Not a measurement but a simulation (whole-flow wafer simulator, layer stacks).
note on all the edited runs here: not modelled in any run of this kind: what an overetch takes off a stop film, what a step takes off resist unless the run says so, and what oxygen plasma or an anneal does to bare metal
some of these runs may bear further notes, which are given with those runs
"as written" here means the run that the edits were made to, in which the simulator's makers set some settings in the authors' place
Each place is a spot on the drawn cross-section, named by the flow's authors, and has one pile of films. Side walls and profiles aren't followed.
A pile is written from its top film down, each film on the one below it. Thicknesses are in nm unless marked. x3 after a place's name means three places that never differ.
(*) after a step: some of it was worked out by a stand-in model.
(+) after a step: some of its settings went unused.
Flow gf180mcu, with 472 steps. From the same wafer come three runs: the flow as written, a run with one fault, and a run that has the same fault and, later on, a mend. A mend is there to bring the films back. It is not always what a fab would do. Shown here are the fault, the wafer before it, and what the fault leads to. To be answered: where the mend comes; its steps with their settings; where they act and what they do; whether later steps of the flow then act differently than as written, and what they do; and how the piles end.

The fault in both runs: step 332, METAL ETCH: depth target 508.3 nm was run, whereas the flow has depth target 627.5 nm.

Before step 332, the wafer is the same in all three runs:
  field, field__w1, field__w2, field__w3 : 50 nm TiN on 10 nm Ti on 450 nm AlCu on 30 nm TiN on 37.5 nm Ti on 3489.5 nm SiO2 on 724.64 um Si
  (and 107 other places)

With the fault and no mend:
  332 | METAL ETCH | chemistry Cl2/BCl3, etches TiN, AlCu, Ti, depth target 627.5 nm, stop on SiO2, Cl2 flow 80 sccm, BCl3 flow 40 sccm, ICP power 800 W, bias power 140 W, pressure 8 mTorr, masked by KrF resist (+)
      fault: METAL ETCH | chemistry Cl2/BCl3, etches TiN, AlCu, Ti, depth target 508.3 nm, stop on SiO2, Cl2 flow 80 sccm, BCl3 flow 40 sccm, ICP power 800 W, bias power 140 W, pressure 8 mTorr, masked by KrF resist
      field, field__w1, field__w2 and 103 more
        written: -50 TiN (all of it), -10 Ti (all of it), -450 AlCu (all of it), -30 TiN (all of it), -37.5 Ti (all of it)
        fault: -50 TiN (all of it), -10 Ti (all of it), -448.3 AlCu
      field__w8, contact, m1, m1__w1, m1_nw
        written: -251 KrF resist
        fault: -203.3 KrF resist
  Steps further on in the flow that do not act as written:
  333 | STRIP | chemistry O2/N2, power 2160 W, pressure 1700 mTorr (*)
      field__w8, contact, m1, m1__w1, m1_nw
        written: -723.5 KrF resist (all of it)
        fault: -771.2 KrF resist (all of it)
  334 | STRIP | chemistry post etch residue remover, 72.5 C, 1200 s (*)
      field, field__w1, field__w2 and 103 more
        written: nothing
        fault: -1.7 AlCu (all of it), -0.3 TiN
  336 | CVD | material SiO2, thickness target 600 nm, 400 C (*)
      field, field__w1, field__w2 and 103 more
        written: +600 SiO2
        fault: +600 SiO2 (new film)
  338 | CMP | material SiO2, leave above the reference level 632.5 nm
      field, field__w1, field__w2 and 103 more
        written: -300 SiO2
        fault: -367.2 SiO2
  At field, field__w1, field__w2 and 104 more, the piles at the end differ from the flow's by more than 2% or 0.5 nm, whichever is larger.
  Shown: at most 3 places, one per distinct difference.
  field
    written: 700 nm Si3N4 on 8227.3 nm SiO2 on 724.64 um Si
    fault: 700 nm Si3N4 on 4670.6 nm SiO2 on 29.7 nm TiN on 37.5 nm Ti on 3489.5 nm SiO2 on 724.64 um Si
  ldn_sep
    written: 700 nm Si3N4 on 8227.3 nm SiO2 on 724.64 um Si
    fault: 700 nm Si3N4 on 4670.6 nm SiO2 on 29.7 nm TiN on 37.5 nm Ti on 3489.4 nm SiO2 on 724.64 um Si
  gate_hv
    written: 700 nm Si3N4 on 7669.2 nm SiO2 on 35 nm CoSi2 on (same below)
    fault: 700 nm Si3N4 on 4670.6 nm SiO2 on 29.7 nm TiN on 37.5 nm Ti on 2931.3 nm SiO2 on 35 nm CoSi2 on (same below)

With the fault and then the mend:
  After step 334 comes the mend.
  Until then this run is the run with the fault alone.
  334a | DEHYDRATE | 200 C, 60 s (the flow's step 325 again)
      alters no film at any place that is followed
  334b | HMDS | 120 C, 60 s (the flow's step 326 again)
      alters no film at any place that is followed
  334c | COAT | KrF resist, thickness 1000 nm (*) (the flow's step 327 again)
      iso_ptap_pw, iso_ntap_nw, iso_nw_fld and 33 more
        +1000 KrF resist (new film)
      field_sub, field_sub__w1, field_sub__w2 and 10 more
        +1002.9 KrF resist (new film)
      field__w11, field__w13, p_well and 7 more
        +1003.3 KrF resist (new film)
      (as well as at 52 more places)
  334d | SOFTBAKE | KrF resist (the flow's step 328 again)
      alters no film at any place that is followed
  334e | EXPOSE | photomask Metal3 (the flow's step 329 again)
      alters no film at any place that is followed
  334f | PEB | KrF resist, 135 C, 90 s (the flow's step 330 again)
      field__w1, field__w2, field__w3 and 55 more
        -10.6 KrF resist
      iso_ptap_pw, iso_ntap_nw, iso_nw_fld and 33 more
        -10.5 KrF resist
      gate_hv, sd_p, nw_enc_fld_lv__w3, polyc_n, polyc_n_rim
        -10.7 KrF resist
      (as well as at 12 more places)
  334g | DEVELOP | thickness 1000 nm, 60 s (the flow's step 331 again)
      iso_ptap_pw, iso_ntap_nw, iso_nw_fld and 33 more
        -989.5 KrF resist (all of it)
      field_sub, field_sub__w1, field_sub__w2 and 8 more
        -992.3 KrF resist (all of it)
      p_well, sti, spacer and 6 more
        -992.7 KrF resist (all of it)
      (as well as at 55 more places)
  334h | METAL ETCH | chemistry Cl2/BCl3, etches TiN, AlCu, Ti, depth target 119.2 nm, stop on SiO2, Cl2 flow 80 sccm, BCl3 flow 40 sccm, ICP power 800 W, bias power 140 W, pressure 8 mTorr, masked by KrF resist (+) (the flow's step 332 again, with other settings)
      field, field__w1, field__w2 and 103 more
        -29.7 TiN (all of it), -37.5 Ti (all of it)
      field__w8, contact, m1, m1__w1, m1_nw
        -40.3 KrF resist
  334i | STRIP | chemistry O2/N2, power 2160 W, pressure 1700 mTorr (*) (the flow's step 333 again)
      field__w8
        -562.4 KrF resist (all of it)
      contact
        -560.3 KrF resist (all of it)
      m1
        -563.4 KrF resist (all of it)
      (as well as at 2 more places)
  334j | STRIP | chemistry post etch residue remover, 72.5 C, 1200 s (*) (the flow's step 334 again)
      field__w8, contact, m1, m1__w1, m1_nw
        -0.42 TiN
  Every later step of the flow that is run acts as written, at every place that is followed, to within 2% or 0.5 nm, whichever is larger.
  At the end the piles are close to the flow's at the places that both follow, differing by at most 2% or 0.5 nm, whichever is larger.
